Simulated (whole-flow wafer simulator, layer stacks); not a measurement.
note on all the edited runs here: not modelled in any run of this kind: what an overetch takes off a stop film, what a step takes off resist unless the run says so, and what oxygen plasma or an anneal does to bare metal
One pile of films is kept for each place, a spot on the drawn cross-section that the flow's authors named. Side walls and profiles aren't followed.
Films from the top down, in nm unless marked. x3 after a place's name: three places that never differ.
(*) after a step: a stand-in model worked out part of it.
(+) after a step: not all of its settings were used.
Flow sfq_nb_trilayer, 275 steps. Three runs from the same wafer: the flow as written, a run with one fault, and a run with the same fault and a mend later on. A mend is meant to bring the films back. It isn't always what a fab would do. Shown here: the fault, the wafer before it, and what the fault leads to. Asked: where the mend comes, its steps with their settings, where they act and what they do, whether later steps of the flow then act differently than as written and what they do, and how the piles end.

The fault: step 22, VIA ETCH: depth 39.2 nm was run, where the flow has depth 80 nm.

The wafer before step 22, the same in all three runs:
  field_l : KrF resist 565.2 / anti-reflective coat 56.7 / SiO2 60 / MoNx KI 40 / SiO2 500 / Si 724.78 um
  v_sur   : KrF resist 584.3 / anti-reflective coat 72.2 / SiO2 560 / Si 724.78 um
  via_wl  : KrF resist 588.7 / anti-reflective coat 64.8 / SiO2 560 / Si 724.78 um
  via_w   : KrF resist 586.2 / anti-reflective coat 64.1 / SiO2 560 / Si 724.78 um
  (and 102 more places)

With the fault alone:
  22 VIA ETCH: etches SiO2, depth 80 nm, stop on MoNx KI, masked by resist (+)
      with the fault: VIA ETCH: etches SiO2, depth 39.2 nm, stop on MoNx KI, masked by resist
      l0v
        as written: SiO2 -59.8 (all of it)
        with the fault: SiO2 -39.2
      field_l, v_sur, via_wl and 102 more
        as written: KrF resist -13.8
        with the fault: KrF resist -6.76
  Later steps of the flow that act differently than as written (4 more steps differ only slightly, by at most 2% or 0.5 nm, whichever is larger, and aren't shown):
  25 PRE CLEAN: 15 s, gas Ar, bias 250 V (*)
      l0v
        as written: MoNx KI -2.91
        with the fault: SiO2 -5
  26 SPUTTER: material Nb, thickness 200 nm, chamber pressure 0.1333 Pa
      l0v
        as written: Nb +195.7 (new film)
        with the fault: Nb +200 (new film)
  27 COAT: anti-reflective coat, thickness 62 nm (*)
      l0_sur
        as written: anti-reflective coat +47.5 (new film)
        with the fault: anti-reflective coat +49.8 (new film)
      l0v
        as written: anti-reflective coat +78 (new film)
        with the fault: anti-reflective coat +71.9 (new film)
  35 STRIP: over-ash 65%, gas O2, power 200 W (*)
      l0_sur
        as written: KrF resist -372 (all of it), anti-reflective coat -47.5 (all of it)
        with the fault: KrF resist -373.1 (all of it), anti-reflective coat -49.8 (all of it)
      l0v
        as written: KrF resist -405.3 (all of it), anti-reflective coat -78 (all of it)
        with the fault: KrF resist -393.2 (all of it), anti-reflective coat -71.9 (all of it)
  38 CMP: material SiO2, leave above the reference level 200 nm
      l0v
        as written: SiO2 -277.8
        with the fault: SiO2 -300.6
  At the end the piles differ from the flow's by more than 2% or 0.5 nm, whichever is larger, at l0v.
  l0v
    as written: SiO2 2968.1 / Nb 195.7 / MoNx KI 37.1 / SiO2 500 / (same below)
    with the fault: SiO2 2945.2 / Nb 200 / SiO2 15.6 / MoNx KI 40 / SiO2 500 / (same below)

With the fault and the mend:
  The mend comes after step 23.
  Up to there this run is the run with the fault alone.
  23a COAT: anti-reflective coat, thickness 62 nm (*) (the flow's step 15 once more)
      p4_fl x3, p4_w1 x9, p4_g1 x2 and 59 more
        anti-reflective coat +62 (new film)
      jj_sur, ce_l, c5j, ce_r, sp_r, be_r, r_sur, res
        anti-reflective coat +63.6 (new film)
      be, be_sur, gap, r_end, moat, field_r, lsp_l
        anti-reflective coat +63.7 (new film)
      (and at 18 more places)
  23b COAT: KrF resist, thickness 650 nm (*) (the flow's step 16 once more)
      p4_fl x3, p4_w1 x9, p4_g1 x2 and 59 more
        KrF resist +650 (new film)
      jj_sur, ce_l, c5j, ce_r, sp_r, be_r, r_sur, res
        KrF resist +656.8 (new film)
      l0r_line_l, l0r_line_c, l0r_line_r
        KrF resist +646 (new film)
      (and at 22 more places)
  23c SOFTBAKE: KrF resist (the flow's step 17 once more)
      changes no film at any place that is followed
  23d EXPOSE: photomask L0V, dose 12.41 mJ/cm2, NA 0.6, wavelength 248 nm (*) (the flow's step 18 once more)
      changes no film at any place that is followed
  23e PEB: KrF resist, 90 s (the flow's step 19 once more)
      p4_fl x3, p4_w1 x9, p4_g1 x2 and 59 more
        KrF resist -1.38
      via_v, wire, be and 16 more
        KrF resist -1.39
      v_sur, via_w, via_wr, via_sp, ln_m6, lsp_r, l0v
        KrF resist -1.4
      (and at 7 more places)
  23f DEVELOP: KrF resist, thickness 650 nm, 60 s (the flow's step 20 once more)
      field_l, v_sur, via_wl and 102 more
        KrF resist -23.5
      l0v
        KrF resist -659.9 (all of it)
  23g VIA ETCH: etches anti-reflective coat, depth 125 nm, masked by resist (*) (+) (the flow's step 21 once more)
      field_l, v_sur, via_wl and 102 more
        KrF resist -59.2
      l0v
        anti-reflective coat -71 (all of it), SiO2 -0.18
  23h VIA ETCH: etches SiO2, depth 40.8 nm, stop on MoNx KI, masked by resist (+) (the flow's step 22 once more, with other settings)
      field_l, v_sur, via_wl and 102 more
        KrF resist -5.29
      l0v
        SiO2 -20.5 (all of it)
  23i STRIP: over-ash 65%, gas O2, power 200 W (*) (the flow's step 23 once more)
      p4_fl x3, p4_w1 x9, p4_g1 x2 and 59 more
        KrF resist -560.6 (all of it), anti-reflective coat -62 (all of it)
      ce_l, c5j, ce_r, sp_r, be_r, r_sur, res
        KrF resist -567.4 (all of it), anti-reflective coat -63.6 (all of it)
      l0r_line_l, l0r_line_c, l0r_line_r
        KrF resist -556.7 (all of it), anti-reflective coat -59 (all of it)
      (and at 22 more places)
  No later step of the flow acts differently than as written at any place that is followed.
  At the end the piles are the same as the flow's at every place that both follow.
